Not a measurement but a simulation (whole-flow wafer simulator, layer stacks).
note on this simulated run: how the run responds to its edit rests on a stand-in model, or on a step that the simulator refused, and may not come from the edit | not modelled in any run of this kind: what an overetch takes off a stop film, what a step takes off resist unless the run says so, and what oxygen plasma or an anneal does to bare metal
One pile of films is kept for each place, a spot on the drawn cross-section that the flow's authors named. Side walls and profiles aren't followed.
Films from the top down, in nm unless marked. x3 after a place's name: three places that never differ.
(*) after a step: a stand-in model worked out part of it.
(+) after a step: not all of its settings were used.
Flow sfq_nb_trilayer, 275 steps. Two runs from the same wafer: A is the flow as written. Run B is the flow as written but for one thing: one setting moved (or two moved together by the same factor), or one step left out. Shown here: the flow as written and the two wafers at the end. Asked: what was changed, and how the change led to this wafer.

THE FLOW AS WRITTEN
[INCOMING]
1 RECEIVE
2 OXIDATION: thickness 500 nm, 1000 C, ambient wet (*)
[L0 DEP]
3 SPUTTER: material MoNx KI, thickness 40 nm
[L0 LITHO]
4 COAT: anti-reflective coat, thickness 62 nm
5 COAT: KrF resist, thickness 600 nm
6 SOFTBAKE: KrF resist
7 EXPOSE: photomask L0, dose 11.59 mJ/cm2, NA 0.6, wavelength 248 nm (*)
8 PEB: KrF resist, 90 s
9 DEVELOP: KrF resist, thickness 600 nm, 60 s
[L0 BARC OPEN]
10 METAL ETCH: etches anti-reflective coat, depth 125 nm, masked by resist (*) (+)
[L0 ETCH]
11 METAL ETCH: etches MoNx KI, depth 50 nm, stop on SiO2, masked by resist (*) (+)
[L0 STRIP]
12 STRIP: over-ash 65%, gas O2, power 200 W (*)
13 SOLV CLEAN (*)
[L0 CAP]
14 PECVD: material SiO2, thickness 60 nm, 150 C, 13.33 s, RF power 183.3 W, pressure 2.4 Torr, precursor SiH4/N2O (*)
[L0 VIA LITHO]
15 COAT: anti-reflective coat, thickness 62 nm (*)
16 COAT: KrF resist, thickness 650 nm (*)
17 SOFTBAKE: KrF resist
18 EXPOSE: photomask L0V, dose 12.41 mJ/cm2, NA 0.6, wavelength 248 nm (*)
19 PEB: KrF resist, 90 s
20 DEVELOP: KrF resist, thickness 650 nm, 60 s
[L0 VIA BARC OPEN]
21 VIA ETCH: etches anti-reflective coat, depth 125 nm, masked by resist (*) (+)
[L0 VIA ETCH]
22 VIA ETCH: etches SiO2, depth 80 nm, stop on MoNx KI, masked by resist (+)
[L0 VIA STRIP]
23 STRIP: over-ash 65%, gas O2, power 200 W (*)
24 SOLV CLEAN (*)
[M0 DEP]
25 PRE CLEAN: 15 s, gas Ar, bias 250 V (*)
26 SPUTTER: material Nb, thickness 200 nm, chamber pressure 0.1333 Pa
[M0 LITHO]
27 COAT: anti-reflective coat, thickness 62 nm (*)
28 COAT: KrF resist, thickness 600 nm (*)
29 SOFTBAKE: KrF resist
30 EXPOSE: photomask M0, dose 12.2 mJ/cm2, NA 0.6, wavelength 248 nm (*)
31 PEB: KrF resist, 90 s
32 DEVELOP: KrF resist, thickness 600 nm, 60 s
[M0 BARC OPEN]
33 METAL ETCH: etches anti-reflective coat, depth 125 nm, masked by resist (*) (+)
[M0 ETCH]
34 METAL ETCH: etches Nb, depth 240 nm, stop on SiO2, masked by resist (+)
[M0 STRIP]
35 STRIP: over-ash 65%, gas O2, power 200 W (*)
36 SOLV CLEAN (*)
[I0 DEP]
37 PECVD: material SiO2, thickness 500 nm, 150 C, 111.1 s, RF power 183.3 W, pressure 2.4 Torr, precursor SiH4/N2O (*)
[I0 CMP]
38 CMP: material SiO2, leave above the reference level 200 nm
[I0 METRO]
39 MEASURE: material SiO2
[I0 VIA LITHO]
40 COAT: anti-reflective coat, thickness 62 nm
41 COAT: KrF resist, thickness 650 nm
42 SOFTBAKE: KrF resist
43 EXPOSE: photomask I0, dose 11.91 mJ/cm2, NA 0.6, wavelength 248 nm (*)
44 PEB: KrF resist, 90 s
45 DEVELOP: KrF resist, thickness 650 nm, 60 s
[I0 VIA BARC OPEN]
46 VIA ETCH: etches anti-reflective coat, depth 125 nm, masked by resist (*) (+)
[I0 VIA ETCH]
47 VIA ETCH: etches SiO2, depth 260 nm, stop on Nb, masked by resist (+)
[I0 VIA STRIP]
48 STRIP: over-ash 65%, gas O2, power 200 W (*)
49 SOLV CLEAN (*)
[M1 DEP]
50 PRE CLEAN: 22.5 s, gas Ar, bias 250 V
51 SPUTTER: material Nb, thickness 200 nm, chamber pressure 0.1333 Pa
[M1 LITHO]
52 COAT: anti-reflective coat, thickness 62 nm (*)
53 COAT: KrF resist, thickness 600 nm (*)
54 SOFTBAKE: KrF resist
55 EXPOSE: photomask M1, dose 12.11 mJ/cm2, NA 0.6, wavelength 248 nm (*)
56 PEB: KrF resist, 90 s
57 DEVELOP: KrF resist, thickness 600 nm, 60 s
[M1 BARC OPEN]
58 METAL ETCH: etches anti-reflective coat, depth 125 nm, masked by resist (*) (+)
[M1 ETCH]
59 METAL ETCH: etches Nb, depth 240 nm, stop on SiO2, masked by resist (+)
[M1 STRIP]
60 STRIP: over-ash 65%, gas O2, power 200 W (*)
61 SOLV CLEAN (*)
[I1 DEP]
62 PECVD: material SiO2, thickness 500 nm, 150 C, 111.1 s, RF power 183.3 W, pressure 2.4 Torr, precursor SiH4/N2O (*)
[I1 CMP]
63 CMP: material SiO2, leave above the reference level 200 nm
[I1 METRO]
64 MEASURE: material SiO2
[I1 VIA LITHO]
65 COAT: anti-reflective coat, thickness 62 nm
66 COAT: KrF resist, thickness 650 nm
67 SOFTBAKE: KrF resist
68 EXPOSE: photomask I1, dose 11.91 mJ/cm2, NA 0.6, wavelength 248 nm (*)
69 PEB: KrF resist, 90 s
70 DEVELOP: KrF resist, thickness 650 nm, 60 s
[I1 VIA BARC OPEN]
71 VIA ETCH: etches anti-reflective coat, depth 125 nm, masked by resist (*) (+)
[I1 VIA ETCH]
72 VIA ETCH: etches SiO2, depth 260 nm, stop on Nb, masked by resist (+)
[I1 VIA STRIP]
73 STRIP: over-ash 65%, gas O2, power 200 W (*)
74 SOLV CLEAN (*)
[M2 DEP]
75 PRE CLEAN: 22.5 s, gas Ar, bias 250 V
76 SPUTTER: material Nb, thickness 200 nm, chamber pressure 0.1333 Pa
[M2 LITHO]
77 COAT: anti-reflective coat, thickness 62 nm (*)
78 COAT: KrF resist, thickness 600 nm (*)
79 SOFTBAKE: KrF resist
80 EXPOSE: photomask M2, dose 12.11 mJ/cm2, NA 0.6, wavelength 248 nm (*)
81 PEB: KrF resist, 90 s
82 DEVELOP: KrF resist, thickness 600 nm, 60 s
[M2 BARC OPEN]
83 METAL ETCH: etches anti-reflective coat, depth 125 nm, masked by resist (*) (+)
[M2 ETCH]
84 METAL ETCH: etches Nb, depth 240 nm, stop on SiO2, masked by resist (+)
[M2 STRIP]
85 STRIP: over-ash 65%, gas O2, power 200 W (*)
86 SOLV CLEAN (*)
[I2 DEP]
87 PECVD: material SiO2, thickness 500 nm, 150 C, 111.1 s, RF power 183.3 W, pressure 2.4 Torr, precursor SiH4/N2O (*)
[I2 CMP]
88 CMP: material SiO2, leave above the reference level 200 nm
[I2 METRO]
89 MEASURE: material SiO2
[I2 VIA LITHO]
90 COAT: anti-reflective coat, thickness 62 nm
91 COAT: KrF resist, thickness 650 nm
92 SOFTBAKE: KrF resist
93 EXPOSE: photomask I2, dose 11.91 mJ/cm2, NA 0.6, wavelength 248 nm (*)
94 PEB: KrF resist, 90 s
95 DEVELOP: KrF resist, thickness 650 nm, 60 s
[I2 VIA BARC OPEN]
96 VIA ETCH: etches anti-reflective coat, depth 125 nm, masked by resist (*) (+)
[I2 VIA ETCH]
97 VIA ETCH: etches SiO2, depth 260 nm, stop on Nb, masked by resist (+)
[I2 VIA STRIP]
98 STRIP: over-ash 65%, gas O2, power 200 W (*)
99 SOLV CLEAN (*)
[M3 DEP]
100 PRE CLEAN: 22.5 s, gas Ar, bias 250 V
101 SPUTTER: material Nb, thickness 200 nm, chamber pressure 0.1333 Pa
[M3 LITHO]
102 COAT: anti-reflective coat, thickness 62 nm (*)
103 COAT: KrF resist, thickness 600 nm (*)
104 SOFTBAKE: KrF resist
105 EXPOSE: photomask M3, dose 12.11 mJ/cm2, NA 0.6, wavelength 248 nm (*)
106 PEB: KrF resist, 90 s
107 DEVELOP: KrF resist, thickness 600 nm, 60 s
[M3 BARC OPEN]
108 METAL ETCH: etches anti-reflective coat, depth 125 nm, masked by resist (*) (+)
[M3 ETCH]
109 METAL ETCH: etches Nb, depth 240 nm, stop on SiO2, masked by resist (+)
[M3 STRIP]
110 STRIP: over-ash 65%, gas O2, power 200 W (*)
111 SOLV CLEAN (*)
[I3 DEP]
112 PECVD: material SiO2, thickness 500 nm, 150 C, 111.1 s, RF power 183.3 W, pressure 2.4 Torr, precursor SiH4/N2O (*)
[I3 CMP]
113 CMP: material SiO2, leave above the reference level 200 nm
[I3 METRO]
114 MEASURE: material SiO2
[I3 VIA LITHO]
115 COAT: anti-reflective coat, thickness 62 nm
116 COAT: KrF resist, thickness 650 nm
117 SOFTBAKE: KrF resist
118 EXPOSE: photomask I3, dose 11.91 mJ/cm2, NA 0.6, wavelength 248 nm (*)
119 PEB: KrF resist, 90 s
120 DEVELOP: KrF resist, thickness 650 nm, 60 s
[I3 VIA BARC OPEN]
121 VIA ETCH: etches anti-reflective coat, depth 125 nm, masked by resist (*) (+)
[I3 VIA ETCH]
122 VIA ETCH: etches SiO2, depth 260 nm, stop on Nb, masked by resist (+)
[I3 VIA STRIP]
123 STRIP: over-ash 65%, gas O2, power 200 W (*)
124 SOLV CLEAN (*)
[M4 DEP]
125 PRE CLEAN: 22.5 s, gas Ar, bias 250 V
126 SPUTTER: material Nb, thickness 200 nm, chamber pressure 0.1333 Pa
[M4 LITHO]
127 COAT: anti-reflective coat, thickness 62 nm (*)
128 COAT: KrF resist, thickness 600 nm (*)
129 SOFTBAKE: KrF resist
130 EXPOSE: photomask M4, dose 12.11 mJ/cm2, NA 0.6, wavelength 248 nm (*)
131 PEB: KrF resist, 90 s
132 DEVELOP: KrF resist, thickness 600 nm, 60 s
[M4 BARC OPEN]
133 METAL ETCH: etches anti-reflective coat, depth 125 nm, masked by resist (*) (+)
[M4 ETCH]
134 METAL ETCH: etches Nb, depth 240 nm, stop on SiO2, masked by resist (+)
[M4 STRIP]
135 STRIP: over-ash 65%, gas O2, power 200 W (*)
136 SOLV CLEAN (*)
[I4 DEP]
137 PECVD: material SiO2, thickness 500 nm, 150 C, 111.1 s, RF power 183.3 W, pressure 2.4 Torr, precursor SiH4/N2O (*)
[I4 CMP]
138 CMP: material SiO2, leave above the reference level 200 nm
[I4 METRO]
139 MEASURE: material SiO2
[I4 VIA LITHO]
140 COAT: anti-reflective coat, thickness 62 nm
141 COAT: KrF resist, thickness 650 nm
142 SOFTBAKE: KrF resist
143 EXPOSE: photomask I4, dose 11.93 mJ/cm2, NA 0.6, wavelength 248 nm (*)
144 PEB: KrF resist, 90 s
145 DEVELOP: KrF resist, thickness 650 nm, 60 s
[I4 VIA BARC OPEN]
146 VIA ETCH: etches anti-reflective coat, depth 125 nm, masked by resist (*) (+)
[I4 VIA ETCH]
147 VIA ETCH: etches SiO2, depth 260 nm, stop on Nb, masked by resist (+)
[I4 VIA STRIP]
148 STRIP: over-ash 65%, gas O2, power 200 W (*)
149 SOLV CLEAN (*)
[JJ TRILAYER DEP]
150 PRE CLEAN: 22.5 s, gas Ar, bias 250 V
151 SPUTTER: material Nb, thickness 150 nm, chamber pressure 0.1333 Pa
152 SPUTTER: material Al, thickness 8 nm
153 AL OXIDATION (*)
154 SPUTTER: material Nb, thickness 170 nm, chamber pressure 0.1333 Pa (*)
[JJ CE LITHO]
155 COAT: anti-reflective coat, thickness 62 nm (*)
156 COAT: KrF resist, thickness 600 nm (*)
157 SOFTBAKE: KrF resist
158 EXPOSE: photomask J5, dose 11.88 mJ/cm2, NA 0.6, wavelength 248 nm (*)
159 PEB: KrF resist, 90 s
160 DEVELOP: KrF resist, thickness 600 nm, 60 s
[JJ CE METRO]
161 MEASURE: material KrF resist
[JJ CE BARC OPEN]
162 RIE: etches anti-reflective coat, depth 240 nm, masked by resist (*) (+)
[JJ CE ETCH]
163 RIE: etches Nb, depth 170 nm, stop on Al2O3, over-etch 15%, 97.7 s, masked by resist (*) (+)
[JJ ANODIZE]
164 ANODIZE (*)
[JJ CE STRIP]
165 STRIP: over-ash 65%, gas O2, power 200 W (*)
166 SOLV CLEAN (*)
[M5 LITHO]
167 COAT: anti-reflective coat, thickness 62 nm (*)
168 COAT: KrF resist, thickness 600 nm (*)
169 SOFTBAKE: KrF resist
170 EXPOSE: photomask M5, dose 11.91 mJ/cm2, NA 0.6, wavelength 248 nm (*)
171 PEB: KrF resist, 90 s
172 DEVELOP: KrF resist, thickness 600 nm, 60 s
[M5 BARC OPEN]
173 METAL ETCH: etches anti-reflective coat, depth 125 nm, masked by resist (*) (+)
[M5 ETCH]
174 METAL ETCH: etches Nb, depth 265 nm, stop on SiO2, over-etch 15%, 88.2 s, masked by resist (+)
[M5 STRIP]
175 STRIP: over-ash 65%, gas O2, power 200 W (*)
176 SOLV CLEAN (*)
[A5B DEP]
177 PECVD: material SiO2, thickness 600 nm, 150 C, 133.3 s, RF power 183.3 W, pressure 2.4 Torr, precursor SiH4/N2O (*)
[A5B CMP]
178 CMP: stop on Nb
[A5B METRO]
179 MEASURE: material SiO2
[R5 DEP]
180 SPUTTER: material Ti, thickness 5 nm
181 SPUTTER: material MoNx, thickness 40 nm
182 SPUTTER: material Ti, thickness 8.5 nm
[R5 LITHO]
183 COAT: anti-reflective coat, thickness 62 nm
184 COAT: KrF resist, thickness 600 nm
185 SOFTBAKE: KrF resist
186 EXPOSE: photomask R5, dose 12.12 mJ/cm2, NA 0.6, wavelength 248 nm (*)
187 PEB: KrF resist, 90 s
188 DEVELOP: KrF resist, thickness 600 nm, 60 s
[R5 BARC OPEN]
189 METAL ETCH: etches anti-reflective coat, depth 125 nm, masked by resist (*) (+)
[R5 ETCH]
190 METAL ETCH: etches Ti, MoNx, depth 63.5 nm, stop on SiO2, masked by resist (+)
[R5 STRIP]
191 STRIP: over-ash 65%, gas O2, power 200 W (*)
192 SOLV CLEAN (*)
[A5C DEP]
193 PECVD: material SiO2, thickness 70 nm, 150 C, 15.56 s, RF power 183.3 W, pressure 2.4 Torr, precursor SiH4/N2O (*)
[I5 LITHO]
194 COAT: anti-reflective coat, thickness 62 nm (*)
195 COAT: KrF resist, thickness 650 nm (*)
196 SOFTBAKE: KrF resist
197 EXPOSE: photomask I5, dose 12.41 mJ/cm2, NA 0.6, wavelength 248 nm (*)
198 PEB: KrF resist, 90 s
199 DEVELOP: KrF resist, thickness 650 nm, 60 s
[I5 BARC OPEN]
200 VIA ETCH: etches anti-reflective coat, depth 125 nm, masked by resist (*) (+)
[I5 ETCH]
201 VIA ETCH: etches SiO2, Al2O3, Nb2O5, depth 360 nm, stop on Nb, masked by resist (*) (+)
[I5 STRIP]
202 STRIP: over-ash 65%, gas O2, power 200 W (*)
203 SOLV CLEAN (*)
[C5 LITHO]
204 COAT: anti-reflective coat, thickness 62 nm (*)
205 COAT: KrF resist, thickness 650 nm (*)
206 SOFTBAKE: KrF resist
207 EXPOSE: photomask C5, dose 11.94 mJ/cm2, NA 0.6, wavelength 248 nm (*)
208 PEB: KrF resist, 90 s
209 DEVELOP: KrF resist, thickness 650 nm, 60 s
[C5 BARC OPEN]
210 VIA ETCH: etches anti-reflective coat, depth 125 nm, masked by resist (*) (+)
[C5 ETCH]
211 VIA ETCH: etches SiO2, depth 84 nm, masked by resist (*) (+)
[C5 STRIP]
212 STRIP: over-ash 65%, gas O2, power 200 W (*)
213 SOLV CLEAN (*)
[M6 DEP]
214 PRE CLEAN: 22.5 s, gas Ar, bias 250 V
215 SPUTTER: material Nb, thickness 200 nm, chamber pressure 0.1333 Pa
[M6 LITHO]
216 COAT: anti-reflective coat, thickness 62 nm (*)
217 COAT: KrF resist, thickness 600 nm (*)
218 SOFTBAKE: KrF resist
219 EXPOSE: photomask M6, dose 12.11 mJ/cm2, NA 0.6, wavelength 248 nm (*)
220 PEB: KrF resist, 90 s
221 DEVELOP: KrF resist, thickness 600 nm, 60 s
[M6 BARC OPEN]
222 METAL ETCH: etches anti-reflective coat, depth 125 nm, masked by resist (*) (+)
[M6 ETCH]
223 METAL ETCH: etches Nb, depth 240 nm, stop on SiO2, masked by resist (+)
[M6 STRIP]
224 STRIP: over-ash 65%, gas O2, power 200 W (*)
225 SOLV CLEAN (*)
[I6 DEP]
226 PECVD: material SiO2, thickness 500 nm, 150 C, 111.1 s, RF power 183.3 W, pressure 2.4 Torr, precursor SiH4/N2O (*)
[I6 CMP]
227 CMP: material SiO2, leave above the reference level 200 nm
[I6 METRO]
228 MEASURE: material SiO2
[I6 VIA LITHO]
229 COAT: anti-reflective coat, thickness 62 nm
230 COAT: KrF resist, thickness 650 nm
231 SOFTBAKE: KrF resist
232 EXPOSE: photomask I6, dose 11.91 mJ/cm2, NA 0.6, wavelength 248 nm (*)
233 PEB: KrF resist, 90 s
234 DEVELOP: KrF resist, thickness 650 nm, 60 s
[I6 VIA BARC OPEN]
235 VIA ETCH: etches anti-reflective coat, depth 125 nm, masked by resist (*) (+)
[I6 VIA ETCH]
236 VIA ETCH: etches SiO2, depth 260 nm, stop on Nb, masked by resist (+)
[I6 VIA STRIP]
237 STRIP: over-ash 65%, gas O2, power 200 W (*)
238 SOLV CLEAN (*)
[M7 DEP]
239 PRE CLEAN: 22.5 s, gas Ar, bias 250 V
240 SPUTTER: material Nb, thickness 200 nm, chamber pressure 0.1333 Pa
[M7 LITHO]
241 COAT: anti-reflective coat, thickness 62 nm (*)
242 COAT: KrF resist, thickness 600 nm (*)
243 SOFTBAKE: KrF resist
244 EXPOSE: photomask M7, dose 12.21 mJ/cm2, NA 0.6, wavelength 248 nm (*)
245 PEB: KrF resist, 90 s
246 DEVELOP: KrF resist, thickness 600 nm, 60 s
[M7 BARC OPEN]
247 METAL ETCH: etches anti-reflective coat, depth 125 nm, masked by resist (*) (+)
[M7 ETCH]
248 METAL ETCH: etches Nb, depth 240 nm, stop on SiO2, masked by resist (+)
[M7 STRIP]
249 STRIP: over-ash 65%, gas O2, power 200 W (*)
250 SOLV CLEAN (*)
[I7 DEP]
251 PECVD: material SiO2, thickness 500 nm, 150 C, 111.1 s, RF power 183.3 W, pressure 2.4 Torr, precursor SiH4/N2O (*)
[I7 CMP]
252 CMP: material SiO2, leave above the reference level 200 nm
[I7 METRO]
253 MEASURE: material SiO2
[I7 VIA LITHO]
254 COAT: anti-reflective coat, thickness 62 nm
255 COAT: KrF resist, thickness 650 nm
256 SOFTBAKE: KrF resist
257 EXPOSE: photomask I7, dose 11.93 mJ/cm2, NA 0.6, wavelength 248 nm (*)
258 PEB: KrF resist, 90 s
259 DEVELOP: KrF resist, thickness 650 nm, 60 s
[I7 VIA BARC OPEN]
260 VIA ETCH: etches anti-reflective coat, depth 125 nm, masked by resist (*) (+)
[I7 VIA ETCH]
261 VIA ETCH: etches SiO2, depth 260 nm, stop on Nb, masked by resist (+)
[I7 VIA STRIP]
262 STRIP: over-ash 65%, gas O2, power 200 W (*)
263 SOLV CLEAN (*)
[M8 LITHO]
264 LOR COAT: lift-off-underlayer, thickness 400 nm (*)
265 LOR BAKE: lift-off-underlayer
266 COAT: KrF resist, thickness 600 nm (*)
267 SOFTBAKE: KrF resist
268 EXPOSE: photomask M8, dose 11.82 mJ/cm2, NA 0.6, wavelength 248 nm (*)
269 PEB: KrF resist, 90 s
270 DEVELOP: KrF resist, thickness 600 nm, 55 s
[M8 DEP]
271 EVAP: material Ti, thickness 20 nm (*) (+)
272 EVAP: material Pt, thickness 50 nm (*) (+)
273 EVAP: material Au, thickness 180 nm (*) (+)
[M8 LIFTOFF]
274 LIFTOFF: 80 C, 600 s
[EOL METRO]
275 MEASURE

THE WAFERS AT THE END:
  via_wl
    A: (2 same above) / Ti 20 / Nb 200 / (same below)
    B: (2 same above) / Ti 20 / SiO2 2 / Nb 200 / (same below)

The cause: step 260, VIA ETCH: etches anti-reflective coat, depth 125 nm, masked by resist (*) (+), was left out.

How the change led to this, step by step:
  261 VIA ETCH: etches SiO2, depth 260 nm, stop on Nb, masked by resist (+)
      via_wl, via_w, via_wr: A SiO2 -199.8 (all of it) | B anti-reflective coat -62 (all of it), SiO2 -198
  262 STRIP: over-ash 65%, gas O2, power 200 W (*)
      field_l, v_sur, via_sp and 100 more: A KrF resist -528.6 (all of it), anti-reflective coat -62 (all of it) | B KrF resist -580.3 (all of it), anti-reflective coat -62 (all of it)
Counting metal films that touch as one body, via_wl has 8 bodies (between them, from the top down: SiO2 2; SiO2 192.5; SiO2 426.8 / Al2O3 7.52 / Nb2O5 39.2; SiO2 192.5; SiO2 192.5; SiO2 192.5; SiO2 192.5); the flow as written gives 7 bodies (between them, from the top down: SiO2 192.5; SiO2 426.8 / Al2O3 7.52 / Nb2O5 39.2; SiO2 192.5; SiO2 192.5; SiO2 192.5; SiO2 192.5).
